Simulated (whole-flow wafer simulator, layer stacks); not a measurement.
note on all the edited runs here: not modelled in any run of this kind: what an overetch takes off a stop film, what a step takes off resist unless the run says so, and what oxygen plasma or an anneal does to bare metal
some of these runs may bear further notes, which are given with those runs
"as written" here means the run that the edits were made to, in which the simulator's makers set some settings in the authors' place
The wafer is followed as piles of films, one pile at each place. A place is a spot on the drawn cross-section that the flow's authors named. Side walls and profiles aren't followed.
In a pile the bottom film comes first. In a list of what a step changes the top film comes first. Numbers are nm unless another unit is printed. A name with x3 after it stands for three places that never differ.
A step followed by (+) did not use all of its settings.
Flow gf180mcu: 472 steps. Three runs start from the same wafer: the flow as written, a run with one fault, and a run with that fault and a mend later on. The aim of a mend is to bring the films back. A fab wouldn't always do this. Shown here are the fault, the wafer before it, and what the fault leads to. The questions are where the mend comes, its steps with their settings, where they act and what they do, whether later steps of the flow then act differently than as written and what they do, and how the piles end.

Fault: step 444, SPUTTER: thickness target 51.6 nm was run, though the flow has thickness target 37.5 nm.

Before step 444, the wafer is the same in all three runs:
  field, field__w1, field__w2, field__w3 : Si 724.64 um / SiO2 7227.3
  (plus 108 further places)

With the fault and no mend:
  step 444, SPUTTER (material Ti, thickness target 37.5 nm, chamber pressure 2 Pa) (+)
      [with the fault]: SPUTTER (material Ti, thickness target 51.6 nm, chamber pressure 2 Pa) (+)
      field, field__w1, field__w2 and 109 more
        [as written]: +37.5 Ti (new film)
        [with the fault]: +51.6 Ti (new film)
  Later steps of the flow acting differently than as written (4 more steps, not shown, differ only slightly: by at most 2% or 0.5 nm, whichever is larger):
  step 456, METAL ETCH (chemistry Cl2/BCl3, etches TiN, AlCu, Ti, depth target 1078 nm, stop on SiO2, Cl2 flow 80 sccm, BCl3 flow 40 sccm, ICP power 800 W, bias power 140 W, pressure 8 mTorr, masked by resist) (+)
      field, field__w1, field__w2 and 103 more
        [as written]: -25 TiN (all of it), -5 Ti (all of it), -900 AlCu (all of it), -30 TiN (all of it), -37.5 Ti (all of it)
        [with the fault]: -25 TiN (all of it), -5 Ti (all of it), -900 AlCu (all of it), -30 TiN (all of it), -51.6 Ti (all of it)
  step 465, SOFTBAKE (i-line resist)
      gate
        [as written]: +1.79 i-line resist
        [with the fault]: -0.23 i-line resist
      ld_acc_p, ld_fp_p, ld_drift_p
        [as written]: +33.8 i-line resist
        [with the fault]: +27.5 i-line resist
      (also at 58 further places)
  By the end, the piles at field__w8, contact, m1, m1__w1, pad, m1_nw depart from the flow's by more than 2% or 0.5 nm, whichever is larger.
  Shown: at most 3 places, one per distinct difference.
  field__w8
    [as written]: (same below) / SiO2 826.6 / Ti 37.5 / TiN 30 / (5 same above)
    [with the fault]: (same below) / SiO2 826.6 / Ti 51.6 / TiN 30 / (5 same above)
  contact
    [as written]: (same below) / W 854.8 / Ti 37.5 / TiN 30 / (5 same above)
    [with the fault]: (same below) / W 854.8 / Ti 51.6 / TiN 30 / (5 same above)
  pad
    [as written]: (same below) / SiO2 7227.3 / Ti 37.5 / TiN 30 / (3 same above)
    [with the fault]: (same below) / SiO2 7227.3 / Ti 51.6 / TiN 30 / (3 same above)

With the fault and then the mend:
  The mend stands after step 444.
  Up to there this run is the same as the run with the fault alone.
  step 444a, METAL ETCH (chemistry Cl2/BCl3, etches TiN, AlCu, Ti, depth target 14.1 nm, Cl2 flow 80 sccm, BCl3 flow 40 sccm, ICP power 800 W, bias power 140 W, pressure 8 mTorr) (the flow's step 260 again, with other settings)
      field, field__w1, field__w2 and 109 more
        -14.1 Ti
  Later steps of the flow that are run all act as written at every place that is followed.
  By the end, the piles equal the flow's at every place that both follow.
